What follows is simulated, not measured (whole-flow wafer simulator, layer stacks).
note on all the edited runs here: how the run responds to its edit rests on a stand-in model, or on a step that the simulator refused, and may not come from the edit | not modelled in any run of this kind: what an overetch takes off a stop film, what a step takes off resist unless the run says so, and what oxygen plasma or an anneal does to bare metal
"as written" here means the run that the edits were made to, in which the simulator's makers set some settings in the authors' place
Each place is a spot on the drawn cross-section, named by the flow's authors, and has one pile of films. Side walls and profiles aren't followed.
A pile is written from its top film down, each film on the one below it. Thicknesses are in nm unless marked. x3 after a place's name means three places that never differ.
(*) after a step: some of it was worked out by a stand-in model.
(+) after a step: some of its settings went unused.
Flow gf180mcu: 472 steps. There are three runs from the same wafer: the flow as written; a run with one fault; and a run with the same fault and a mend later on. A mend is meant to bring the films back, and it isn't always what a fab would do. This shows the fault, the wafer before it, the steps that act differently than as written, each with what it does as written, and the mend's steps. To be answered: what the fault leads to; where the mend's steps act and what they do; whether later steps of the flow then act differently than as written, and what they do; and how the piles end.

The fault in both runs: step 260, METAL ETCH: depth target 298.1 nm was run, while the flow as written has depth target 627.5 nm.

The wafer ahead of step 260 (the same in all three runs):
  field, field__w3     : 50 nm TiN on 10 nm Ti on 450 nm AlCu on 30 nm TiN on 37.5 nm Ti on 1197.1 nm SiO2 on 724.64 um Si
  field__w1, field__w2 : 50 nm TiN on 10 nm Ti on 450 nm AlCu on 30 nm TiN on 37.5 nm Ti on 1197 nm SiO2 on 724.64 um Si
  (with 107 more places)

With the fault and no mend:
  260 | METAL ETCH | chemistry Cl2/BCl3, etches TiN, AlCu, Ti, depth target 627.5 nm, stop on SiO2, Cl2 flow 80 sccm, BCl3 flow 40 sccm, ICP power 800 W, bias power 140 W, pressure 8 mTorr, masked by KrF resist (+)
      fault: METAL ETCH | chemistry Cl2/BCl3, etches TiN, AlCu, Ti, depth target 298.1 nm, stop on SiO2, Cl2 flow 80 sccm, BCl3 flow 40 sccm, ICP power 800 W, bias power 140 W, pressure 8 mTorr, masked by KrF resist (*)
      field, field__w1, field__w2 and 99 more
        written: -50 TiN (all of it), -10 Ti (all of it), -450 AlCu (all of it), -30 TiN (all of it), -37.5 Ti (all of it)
        fault: -50 TiN (all of it), -10 Ti (all of it), -238.1 AlCu
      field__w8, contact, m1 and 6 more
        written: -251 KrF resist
        fault: -119.2 KrF resist
  Steps later in the flow that act otherwise than as written:
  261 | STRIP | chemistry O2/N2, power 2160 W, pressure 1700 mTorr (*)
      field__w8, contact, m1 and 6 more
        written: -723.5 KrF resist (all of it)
        fault: -855.3 KrF resist (all of it)
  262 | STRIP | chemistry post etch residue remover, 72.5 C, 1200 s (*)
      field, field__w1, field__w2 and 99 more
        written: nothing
        fault: -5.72 AlCu
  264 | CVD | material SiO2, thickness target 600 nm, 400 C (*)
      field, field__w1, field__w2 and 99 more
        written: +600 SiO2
        fault: +600 SiO2 (new film)
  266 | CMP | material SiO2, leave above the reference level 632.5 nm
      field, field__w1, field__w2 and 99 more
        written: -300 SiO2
        fault: -573.7 SiO2
  By the end, the piles at field, field__w1, field__w2 and 100 more depart from the flow's by more than 2% or 0.5 nm, whichever is larger.
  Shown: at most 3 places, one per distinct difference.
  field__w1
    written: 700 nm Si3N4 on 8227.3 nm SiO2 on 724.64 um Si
    fault: 700 nm Si3N4 on 6756.6 nm SiO2 on 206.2 nm AlCu on 30 nm TiN on 37.5 nm Ti on 1197 nm SiO2 on 724.64 um Si
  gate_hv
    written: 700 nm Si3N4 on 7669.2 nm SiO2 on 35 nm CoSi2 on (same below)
    fault: 700 nm Si3N4 on 6756.6 nm SiO2 on 206.2 nm AlCu on 30 nm TiN on 37.5 nm Ti on 638.9 nm SiO2 on 35 nm CoSi2 on (same below)
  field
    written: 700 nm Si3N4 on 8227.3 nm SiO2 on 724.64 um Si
    fault: 700 nm Si3N4 on 6756.6 nm SiO2 on 206.2 nm AlCu on 30 nm TiN on 37.5 nm Ti on 1197.1 nm SiO2 on 724.64 um Si

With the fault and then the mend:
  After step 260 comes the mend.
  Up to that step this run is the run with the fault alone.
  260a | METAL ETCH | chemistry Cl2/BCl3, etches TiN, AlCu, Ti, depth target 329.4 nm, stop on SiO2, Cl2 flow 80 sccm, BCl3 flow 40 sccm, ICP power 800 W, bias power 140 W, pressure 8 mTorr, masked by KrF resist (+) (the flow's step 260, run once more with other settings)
      field, field__w1, field__w2 and 99 more
        -211.9 AlCu (all of it), -30 TiN (all of it), -37.5 Ti (all of it)
      field__w8, contact, m1 and 6 more
        -131.8 KrF resist
  Every later step of the flow that is run acts as written at every place that is followed.
  By the end, the piles equal the flow's at every place that both follow.
